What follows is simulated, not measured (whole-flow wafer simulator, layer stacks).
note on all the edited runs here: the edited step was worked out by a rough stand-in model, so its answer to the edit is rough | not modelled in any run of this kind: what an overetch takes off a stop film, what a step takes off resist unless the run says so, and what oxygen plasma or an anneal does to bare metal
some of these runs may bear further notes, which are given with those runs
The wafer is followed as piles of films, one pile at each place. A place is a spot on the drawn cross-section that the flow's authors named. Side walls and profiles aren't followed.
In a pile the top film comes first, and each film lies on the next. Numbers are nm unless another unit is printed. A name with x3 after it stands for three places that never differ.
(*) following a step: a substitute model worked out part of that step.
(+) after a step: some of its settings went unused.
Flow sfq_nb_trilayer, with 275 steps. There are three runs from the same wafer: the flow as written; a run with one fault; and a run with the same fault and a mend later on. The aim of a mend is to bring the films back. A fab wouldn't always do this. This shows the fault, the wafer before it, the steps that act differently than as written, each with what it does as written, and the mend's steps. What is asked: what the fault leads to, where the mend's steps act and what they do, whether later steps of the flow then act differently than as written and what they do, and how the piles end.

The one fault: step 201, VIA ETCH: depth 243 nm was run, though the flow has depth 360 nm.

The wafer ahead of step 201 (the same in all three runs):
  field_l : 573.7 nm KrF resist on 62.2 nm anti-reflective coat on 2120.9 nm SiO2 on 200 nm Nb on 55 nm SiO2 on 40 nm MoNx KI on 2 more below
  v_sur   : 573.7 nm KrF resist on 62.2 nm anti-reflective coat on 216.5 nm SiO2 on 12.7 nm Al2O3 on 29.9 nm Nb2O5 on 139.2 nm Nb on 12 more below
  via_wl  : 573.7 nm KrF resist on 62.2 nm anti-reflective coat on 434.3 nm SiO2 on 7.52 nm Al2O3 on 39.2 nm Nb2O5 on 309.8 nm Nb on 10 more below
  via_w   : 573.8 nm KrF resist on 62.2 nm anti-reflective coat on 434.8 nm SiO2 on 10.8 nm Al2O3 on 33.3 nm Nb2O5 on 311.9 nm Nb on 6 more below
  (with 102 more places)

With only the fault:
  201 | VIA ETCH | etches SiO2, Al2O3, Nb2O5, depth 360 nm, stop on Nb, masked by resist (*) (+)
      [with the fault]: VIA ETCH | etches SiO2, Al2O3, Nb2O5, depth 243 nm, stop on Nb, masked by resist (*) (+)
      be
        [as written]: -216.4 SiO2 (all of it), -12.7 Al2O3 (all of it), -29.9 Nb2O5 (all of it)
        [with the fault]: -216.4 SiO2 (all of it), -12.7 Al2O3 (all of it), -14 Nb2O5
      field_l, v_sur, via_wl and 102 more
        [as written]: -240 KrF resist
        [with the fault]: -162 KrF resist
  Steps later in the flow that act otherwise than as written (not shown: 9 more steps that differ only slightly, by at most 2% or 0.5 nm, whichever is larger):
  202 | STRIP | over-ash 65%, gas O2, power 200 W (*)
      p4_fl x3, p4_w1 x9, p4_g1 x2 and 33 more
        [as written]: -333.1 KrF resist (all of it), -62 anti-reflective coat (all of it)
        [with the fault]: -411.1 KrF resist (all of it), -62 anti-reflective coat (all of it)
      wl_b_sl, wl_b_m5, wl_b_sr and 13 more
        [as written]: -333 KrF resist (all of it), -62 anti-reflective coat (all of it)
        [with the fault]: -411 KrF resist (all of it), -62 anti-reflective coat (all of it)
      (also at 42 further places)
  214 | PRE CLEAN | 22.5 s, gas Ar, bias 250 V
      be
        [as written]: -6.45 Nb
        [with the fault]: -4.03 Nb2O5
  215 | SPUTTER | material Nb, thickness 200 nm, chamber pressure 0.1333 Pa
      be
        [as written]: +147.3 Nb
        [with the fault]: +151.5 Nb (new film)
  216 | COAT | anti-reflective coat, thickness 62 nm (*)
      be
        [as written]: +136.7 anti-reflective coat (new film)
        [with the fault]: +133.1 anti-reflective coat (new film)
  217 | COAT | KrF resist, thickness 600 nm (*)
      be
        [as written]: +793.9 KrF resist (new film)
        [with the fault]: +778 KrF resist (new film)
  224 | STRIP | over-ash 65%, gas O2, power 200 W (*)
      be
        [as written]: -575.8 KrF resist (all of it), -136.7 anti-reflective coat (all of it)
        [with the fault]: -560 KrF resist (all of it), -133.1 anti-reflective coat (all of it)
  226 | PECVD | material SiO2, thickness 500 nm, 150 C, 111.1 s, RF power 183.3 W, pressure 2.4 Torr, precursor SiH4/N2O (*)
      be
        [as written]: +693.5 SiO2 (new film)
        [with the fault]: +670.9 SiO2 (new film)
  The piles end different from the flow's at be by more than 2% or 0.5 nm, whichever is larger.
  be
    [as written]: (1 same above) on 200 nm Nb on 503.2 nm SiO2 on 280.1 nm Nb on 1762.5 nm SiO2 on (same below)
    [with the fault]: (1 same above) on 200 nm Nb on 480.6 nm SiO2 on 151.5 nm Nb on 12 nm Nb2O5 on 139.2 nm Nb on 1762.5 nm SiO2 on (same below)

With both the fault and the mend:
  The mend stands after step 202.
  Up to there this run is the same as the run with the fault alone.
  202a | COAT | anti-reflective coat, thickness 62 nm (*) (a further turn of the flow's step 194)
      lsp_r, l0_sur, l0v and 64 more
        +62 anti-reflective coat (new film)
      wl_a_sl, wl_a_m6, wl_a_sr, wl_g_sr
        +61.9 anti-reflective coat (new film)
      field_l, v_sur
        +61.7 anti-reflective coat (new film)
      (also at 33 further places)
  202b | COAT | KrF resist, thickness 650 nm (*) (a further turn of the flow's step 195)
      p4_fl x3, p4_w1 x9, p4_g1 x2 and 33 more
        +650 KrF resist (new film)
      wl_b_m5, wl_b_sr, wl_c_sl and 12 more
        +649.9 KrF resist (new film)
      l0v, wl_j_sl, wl_j_sr
        +650.2 KrF resist (new film)
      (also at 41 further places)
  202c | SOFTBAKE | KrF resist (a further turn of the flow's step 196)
      alters no film at any place that is followed
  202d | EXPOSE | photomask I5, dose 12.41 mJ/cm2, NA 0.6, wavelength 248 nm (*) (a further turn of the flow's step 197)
      alters no film at any place that is followed
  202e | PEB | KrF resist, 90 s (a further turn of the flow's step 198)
      field_l, v_sur, via_wl and 81 more
        -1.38 KrF resist
      via_w, via_wr, via_sp, be_sur
        -1.37 KrF resist
      ce_l, moat, field_r, wl_jj
        -1.39 KrF resist
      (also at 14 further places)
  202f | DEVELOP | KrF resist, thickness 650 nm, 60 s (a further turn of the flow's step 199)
      field_l, v_sur, via_wl and 102 more
        -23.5 KrF resist
      be
        -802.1 KrF resist (all of it)
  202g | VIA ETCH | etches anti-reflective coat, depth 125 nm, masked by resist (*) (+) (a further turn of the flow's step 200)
      field_l, v_sur, via_wl and 102 more
        -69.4 KrF resist
      be
        -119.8 anti-reflective coat (all of it)
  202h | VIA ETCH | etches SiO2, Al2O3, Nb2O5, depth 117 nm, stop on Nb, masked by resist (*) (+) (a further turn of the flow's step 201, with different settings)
      field_l, v_sur, via_wl and 102 more
        -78 KrF resist
      be
        -16 Nb2O5 (all of it)
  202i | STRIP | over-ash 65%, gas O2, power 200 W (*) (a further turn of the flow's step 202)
      p4_fl x3, p4_w1 x9, p4_g1 x2 and 33 more
        -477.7 KrF resist (all of it), -62 anti-reflective coat (all of it)
      wl_b_sl, wl_b_m5, wl_b_sr and 7 more
        -477.5 KrF resist (all of it), -62 anti-reflective coat (all of it)
      wl_c_sr, wl_d_sl, wl_d_m1, wl_d_sr, wl_e_sl, wl_e_m5, wl_e_sr
        -477.6 KrF resist (all of it), -62 anti-reflective coat (all of it)
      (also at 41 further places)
  Later steps of the flow that are run all act as written at every place that is followed.
  By the end, the piles equal the flow's at every place that both follow.
